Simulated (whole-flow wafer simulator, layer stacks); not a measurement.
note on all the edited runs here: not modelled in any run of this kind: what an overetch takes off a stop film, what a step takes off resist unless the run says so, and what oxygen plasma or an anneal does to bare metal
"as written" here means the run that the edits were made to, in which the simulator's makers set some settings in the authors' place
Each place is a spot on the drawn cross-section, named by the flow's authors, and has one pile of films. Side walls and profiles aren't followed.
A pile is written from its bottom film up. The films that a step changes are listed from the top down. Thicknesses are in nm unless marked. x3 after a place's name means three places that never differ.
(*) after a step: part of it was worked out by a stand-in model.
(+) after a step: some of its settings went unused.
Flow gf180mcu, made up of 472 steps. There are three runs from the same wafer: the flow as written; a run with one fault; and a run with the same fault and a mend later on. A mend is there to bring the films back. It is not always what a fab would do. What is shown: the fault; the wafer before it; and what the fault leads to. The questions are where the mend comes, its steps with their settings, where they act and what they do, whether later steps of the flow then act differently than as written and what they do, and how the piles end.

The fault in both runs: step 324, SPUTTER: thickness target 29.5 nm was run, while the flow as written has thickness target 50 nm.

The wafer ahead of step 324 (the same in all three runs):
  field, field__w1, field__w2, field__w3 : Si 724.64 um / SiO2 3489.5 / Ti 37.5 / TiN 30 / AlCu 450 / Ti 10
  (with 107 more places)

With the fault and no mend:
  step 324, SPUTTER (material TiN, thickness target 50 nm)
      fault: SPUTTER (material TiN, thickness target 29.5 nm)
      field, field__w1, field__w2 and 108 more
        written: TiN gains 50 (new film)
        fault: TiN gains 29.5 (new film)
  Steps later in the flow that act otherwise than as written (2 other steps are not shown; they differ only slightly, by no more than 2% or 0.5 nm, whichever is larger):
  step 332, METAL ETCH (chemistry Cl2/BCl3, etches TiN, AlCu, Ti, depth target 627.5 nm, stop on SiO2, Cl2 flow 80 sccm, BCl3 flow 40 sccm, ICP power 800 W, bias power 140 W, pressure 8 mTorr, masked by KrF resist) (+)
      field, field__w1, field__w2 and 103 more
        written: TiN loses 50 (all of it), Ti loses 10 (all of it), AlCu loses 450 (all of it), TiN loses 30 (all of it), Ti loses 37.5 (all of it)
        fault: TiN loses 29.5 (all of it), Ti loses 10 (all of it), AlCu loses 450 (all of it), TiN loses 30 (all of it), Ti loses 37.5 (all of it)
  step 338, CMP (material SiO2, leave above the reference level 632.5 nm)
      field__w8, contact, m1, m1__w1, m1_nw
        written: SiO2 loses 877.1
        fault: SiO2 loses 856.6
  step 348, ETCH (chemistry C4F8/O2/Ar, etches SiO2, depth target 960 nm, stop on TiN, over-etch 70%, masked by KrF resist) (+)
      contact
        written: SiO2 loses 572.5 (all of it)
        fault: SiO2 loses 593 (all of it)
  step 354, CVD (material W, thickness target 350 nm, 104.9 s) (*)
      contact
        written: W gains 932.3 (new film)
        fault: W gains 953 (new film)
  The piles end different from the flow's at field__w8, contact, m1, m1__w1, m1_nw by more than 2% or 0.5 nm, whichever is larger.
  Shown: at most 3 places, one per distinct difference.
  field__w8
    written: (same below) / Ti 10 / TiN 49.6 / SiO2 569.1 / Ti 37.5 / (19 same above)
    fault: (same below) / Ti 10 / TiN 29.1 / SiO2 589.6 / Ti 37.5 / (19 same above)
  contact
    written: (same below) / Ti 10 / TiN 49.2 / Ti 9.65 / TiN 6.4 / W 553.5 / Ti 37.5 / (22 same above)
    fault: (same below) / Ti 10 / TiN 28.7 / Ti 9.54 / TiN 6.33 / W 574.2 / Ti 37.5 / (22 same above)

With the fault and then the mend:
  The mend follows step 324.
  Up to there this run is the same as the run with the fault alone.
  step 324a, SPUTTER (material TiN, thickness target 20.5 nm) (a further turn of the flow's step 324, with different settings)
      field, field__w1, field__w2 and 108 more
        TiN gains 20.5
  Later steps of the flow that are run all act as written at every place that is followed.
  At every place that both follow, the piles at the end match the flow's.
